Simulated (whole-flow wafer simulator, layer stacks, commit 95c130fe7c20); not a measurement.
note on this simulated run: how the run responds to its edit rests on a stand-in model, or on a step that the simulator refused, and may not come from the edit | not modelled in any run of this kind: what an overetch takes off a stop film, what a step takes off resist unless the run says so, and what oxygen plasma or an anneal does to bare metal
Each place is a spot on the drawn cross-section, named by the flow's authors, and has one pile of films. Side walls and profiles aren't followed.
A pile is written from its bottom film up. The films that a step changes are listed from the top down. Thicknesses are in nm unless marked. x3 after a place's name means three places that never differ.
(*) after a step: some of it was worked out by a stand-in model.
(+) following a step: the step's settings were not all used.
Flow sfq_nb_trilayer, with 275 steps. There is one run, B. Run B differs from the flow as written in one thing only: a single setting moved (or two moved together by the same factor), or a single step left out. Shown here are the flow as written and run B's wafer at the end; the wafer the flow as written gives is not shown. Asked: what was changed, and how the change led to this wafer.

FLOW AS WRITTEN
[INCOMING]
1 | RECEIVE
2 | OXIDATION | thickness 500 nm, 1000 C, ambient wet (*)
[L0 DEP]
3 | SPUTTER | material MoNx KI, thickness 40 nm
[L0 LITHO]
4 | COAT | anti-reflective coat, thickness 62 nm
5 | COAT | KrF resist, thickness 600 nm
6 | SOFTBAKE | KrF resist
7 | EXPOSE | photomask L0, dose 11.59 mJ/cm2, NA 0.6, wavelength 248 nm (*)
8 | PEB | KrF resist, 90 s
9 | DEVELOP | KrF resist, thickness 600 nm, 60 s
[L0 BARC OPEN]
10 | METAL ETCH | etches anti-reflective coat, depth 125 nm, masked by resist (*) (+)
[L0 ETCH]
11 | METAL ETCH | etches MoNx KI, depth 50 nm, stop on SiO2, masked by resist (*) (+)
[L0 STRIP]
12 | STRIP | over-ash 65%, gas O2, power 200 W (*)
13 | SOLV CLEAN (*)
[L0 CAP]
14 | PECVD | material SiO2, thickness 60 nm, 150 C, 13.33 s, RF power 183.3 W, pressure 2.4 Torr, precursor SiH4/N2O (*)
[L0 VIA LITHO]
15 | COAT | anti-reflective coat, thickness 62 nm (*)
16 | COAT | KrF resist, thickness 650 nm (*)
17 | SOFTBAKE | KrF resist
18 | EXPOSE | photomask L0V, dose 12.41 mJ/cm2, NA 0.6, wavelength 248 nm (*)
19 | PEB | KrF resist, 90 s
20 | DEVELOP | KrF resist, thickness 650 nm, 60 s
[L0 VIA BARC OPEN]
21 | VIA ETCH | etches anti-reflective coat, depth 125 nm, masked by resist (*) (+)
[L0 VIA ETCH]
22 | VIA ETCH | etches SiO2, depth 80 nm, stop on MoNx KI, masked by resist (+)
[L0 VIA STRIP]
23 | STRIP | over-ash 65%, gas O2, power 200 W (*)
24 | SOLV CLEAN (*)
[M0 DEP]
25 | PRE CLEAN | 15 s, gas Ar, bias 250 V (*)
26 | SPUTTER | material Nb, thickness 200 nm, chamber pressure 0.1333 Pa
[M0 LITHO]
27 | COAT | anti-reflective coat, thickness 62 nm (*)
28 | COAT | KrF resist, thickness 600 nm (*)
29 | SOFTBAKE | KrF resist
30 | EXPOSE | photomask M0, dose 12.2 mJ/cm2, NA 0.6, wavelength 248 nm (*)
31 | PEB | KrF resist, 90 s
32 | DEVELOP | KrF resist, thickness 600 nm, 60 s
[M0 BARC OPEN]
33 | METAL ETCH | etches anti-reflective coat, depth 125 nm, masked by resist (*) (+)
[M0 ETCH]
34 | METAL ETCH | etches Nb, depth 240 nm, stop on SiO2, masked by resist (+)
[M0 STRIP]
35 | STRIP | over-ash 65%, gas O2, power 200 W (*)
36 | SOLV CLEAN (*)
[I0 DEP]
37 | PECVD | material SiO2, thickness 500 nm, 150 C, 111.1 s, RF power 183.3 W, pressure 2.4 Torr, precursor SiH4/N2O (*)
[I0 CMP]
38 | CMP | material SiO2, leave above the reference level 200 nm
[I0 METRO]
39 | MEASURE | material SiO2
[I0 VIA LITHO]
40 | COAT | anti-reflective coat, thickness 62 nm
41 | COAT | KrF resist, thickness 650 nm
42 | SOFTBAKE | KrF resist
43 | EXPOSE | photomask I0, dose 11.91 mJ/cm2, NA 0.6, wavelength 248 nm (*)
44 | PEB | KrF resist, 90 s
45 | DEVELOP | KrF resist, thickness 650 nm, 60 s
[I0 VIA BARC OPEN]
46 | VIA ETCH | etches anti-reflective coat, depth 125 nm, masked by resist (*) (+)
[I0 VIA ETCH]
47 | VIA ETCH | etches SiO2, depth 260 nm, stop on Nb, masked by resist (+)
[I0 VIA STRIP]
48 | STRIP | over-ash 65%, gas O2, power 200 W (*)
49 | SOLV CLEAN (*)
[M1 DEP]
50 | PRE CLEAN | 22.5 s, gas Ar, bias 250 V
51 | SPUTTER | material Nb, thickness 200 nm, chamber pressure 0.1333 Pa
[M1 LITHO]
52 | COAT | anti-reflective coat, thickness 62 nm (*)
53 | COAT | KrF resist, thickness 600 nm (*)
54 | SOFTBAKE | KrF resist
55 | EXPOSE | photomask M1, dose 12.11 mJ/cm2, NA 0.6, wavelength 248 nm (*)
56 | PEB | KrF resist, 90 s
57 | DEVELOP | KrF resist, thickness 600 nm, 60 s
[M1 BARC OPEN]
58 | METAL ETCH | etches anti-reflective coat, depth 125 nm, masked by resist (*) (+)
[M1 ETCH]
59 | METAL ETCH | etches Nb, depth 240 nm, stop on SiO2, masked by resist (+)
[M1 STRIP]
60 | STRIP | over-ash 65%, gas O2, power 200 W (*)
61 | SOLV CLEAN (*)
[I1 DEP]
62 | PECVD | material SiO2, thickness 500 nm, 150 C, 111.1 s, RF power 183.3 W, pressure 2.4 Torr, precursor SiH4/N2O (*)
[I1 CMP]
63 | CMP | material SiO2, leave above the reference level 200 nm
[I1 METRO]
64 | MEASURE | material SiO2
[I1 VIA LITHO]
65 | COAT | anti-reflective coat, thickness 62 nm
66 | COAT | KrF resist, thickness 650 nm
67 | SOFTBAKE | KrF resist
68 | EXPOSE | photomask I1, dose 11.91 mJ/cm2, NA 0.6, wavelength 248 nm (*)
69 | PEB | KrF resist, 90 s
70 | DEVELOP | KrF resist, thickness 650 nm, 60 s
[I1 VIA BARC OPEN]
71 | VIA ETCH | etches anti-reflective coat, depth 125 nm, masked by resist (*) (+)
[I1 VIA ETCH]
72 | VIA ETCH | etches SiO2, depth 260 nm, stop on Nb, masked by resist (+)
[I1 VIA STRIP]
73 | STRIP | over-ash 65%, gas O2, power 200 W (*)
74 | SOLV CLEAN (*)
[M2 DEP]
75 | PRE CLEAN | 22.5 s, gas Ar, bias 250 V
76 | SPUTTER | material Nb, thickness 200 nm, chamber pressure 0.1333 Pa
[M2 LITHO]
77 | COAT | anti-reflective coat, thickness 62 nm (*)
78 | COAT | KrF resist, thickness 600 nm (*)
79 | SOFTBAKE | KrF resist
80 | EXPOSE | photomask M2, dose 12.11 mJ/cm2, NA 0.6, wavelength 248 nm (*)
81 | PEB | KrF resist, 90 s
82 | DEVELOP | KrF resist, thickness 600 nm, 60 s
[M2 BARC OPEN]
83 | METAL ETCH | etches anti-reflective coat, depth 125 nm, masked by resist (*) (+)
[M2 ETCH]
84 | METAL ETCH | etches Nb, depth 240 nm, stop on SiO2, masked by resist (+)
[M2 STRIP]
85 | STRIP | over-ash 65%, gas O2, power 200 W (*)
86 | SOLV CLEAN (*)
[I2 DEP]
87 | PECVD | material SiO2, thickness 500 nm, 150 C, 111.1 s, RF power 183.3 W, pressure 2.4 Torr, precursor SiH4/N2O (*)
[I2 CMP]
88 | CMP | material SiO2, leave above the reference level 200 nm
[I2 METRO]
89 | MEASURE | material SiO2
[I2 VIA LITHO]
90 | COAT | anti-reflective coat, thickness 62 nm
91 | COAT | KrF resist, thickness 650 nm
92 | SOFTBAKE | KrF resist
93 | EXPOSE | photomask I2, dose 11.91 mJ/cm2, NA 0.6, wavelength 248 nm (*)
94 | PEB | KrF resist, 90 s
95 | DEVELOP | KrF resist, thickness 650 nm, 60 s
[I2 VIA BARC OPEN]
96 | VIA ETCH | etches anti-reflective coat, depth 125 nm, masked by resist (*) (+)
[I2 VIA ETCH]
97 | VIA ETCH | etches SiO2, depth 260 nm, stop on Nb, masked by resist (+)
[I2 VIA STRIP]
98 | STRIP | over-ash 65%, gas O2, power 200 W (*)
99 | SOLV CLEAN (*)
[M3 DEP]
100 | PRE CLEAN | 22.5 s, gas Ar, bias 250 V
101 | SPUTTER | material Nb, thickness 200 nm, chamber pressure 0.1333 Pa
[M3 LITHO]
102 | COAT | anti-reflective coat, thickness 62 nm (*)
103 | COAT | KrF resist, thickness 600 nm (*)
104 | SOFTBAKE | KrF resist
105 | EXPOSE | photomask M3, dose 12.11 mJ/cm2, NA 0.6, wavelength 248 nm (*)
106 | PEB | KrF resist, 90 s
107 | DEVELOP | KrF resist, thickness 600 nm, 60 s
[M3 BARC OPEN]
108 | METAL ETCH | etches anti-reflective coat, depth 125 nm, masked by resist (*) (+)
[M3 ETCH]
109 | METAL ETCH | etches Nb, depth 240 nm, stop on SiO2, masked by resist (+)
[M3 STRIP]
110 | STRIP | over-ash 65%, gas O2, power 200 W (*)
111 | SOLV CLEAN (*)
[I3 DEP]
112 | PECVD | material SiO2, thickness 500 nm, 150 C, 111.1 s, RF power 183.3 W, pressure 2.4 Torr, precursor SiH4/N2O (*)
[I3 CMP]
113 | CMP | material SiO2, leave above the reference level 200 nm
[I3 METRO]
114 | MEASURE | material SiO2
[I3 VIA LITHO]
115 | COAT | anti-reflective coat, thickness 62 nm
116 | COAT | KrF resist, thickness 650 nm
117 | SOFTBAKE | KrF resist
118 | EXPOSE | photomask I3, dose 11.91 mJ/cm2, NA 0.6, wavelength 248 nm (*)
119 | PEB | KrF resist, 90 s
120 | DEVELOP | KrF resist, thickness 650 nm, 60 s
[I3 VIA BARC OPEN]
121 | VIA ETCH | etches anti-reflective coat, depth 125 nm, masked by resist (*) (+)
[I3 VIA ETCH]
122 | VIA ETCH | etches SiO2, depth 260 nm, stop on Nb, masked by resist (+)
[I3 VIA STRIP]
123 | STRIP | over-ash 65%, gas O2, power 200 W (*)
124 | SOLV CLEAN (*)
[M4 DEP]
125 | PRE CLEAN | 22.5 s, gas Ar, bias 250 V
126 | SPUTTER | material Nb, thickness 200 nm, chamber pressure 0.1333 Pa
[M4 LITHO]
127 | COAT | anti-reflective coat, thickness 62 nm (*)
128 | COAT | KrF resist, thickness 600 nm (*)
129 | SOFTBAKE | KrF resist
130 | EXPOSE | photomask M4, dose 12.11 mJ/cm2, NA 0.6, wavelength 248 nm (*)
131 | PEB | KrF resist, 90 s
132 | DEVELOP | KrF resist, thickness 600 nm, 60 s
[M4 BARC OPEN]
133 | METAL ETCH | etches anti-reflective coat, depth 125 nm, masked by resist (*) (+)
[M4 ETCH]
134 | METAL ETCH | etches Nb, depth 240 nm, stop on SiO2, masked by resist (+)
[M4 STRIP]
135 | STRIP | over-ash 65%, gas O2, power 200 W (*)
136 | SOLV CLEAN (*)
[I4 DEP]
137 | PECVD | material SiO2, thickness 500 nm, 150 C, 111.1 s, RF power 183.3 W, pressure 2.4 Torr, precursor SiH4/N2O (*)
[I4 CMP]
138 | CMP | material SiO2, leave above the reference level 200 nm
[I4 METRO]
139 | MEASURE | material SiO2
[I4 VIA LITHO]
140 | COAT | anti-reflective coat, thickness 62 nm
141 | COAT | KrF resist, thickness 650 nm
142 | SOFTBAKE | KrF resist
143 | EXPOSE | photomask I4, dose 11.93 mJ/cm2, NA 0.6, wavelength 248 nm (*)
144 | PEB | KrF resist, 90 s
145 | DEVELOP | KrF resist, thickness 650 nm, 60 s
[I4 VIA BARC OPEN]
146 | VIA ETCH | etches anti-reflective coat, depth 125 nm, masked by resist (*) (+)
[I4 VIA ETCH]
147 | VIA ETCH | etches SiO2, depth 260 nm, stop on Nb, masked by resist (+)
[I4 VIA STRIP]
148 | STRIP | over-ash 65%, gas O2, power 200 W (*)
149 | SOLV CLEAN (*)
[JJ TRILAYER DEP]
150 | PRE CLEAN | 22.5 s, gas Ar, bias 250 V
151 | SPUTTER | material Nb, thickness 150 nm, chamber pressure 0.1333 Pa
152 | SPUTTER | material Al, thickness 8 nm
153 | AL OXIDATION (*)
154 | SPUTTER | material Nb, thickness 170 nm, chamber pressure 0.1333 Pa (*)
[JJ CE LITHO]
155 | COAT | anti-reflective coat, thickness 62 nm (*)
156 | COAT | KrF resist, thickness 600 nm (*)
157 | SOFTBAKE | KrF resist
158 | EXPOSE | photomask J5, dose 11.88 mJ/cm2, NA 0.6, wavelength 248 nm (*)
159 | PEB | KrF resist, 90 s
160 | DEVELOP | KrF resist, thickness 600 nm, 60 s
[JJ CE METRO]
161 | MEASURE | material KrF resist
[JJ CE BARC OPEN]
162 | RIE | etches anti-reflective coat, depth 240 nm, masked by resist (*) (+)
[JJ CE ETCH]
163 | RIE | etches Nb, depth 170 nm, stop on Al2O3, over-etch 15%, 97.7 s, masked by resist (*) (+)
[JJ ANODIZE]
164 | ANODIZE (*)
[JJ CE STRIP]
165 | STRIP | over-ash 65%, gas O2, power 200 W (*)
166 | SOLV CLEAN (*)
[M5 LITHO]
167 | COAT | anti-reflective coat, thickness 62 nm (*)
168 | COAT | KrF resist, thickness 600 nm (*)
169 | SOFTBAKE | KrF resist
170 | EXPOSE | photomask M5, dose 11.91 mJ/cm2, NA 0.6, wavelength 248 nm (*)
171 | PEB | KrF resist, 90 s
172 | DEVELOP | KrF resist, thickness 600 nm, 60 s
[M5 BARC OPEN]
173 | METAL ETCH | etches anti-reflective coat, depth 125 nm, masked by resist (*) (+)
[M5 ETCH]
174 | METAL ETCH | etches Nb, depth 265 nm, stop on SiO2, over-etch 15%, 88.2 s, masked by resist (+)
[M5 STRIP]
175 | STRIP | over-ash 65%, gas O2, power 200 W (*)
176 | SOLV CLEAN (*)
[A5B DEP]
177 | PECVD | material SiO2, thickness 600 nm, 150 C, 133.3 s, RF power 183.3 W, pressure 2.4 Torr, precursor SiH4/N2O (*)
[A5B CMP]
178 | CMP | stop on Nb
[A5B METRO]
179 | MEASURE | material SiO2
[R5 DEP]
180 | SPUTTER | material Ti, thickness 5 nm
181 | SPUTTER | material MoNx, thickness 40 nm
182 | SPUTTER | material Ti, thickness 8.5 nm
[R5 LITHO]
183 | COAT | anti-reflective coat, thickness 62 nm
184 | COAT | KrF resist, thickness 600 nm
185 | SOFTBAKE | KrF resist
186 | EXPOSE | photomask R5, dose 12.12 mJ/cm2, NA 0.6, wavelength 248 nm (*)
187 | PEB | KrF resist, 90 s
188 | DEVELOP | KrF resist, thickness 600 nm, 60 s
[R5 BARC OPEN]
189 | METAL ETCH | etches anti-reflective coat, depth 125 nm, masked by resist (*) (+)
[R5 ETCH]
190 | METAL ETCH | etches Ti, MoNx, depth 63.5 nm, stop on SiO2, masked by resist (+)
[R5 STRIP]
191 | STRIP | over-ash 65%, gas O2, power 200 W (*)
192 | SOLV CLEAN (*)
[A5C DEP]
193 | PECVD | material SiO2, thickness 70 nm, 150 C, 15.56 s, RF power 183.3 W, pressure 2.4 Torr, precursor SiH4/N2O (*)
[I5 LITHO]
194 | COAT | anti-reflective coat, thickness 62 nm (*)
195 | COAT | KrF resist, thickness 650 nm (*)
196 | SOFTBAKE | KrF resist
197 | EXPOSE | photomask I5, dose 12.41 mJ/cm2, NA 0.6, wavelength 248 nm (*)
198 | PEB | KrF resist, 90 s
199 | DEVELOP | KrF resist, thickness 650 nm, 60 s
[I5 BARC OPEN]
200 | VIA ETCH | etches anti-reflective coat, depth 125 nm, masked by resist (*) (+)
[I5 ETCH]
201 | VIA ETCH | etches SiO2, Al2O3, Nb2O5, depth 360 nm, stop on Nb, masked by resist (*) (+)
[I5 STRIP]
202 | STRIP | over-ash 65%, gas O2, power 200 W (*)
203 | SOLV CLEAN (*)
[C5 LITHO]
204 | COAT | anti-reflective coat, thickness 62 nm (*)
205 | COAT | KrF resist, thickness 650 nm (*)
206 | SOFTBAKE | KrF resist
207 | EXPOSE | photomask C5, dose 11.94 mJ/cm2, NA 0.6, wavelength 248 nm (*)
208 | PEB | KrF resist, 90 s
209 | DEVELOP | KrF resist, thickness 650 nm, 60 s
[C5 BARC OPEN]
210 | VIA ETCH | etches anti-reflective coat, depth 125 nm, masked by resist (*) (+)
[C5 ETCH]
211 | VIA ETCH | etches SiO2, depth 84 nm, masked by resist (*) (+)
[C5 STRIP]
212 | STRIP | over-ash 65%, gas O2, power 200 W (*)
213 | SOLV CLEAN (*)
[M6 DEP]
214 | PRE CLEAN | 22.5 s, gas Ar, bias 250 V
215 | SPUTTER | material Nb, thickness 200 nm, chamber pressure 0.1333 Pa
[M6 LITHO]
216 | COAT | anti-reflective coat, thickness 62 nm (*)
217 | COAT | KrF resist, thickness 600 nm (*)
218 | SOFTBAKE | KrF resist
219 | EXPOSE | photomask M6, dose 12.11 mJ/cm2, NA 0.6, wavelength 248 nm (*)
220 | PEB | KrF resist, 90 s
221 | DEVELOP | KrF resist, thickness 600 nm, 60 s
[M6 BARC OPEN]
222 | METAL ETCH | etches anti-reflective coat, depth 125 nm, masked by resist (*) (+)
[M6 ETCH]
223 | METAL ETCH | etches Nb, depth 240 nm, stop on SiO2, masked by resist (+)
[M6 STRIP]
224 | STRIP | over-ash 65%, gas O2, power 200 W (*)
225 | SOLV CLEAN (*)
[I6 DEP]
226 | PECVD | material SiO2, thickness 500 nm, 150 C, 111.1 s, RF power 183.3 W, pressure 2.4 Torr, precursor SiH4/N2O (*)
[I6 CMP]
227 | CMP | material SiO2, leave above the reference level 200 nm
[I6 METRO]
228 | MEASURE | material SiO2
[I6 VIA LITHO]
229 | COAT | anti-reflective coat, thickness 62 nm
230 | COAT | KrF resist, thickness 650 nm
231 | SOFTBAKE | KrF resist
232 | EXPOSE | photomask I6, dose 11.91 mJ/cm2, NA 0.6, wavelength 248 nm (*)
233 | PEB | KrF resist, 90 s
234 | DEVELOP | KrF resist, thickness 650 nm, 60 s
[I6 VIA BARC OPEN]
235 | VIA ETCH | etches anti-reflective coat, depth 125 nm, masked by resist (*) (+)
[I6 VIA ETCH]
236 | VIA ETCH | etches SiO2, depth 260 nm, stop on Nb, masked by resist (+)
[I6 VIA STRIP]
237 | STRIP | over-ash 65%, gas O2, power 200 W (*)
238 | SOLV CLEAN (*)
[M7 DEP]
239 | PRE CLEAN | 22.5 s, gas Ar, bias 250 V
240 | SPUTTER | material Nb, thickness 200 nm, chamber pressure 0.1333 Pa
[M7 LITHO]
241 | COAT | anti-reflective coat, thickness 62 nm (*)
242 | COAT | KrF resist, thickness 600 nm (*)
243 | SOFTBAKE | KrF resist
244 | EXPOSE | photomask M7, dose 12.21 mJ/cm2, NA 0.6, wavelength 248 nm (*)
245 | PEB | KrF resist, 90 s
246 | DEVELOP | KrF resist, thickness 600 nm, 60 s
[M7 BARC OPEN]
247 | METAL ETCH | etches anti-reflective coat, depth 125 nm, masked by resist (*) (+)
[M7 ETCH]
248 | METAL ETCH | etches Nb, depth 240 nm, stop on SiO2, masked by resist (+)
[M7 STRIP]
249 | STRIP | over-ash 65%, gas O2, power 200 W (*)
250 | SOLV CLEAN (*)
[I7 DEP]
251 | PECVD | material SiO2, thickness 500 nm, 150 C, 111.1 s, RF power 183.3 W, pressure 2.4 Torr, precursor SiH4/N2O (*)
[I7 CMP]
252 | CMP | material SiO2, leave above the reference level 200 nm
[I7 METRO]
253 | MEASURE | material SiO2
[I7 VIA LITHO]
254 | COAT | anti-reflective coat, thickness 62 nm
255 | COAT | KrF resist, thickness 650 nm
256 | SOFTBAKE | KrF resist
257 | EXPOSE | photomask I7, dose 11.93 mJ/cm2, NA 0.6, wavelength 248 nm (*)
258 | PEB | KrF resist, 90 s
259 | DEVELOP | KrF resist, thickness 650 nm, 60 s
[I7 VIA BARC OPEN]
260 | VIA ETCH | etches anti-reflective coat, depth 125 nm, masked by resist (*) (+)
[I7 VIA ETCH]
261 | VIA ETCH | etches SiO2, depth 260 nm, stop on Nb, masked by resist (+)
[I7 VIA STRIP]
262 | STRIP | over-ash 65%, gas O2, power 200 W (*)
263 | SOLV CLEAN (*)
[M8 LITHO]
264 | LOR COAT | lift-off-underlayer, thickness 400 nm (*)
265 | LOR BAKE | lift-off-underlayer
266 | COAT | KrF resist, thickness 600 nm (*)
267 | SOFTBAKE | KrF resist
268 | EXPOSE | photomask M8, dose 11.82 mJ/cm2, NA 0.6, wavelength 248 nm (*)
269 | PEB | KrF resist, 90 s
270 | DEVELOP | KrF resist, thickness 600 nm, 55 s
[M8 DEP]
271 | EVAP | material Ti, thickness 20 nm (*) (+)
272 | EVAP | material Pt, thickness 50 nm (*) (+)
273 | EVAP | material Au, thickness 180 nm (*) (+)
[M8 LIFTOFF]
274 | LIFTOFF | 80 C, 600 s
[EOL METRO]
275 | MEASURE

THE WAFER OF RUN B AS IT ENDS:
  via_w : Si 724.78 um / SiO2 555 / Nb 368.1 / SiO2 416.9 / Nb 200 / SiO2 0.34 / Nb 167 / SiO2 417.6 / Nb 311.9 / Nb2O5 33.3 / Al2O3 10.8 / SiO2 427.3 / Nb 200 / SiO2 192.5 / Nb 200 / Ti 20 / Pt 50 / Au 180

What caused this: step 97, VIA ETCH: depth 192 nm was run, though the flow has depth 260 nm.

The path from the change to this, step by step:
  97 | VIA ETCH | etches SiO2, depth 260 nm, stop on Nb, masked by resist (+)
      via_w: SiO2 loses 192 (in the flow as written it would be: SiO2 loses 199.8 (all of it))
      field_l, v_sur, via_wl and 102 more: KrF resist loses 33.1 (in the flow as written it would be: KrF resist loses 44.8)
  98 | STRIP | over-ash 65%, gas O2, power 200 W (*)
      field_l, v_sur, via_wl and 102 more: KrF resist loses 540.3 (all of it), anti-reflective coat loses 62 (all of it) (in the flow as written it would be: KrF resist loses 528.6 (all of it), anti-reflective coat loses 62 (all of it))
  100 | PRE CLEAN | 22.5 s, gas Ar, bias 250 V
      via_w: SiO2 loses 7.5 (in the flow as written it would be: Nb loses 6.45)
  101 | SPUTTER | material Nb, thickness 200 nm, chamber pressure 0.1333 Pa
      via_w: Nb gains 167 (new film) (in the flow as written it would be: Nb gains 165.5)
  102 | COAT | anti-reflective coat, thickness 62 nm (*)
      via_wl, via_wr: anti-reflective coat gains 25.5 (new film) (in the flow as written it would be: anti-reflective coat gains 34.2 (new film))
      v_sur: anti-reflective coat gains 58.2 (new film) (in the flow as written it would be: anti-reflective coat gains 61.1 (new film))
      (as well as at 2 more places)
  110 | STRIP | over-ash 65%, gas O2, power 200 W (*)
      v_sur: KrF resist loses 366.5 (all of it), anti-reflective coat loses 58.2 (all of it) (in the flow as written it would be: KrF resist loses 365.3 (all of it), anti-reflective coat loses 61.1 (all of it))
      via_wl: KrF resist loses 390.8 (all of it), anti-reflective coat loses 25.5 (all of it) (in the flow as written it would be: KrF resist loses 384.2 (all of it), anti-reflective coat loses 34.2 (all of it))
      (as well as at 3 more places)
  112 | PECVD | material SiO2, thickness 500 nm, 150 C, 111.1 s, RF power 183.3 W, pressure 2.4 Torr, precursor SiH4/N2O (*)
      via_w: SiO2 gains 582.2 (new film) (in the flow as written it would be: SiO2 gains 615 (new film))
  113 | CMP | material SiO2, leave above the reference level 200 nm
      via_w: SiO2 loses 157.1 (in the flow as written it would be: SiO2 loses 181.6)
With metal films that touch counted as one body, via_w has 6 bodies (between them, from the top down: SiO2 192.5; SiO2 427.3 / Al2O3 10.8 / Nb2O5 33.3; SiO2 417.6; SiO2 0.34; SiO2 416.9); the flow as written gives 5 bodies (between them, from the top down: SiO2 192.5; SiO2 427.3 / Al2O3 10.8 / Nb2O5 33.3; SiO2 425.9; SiO2 416.9).
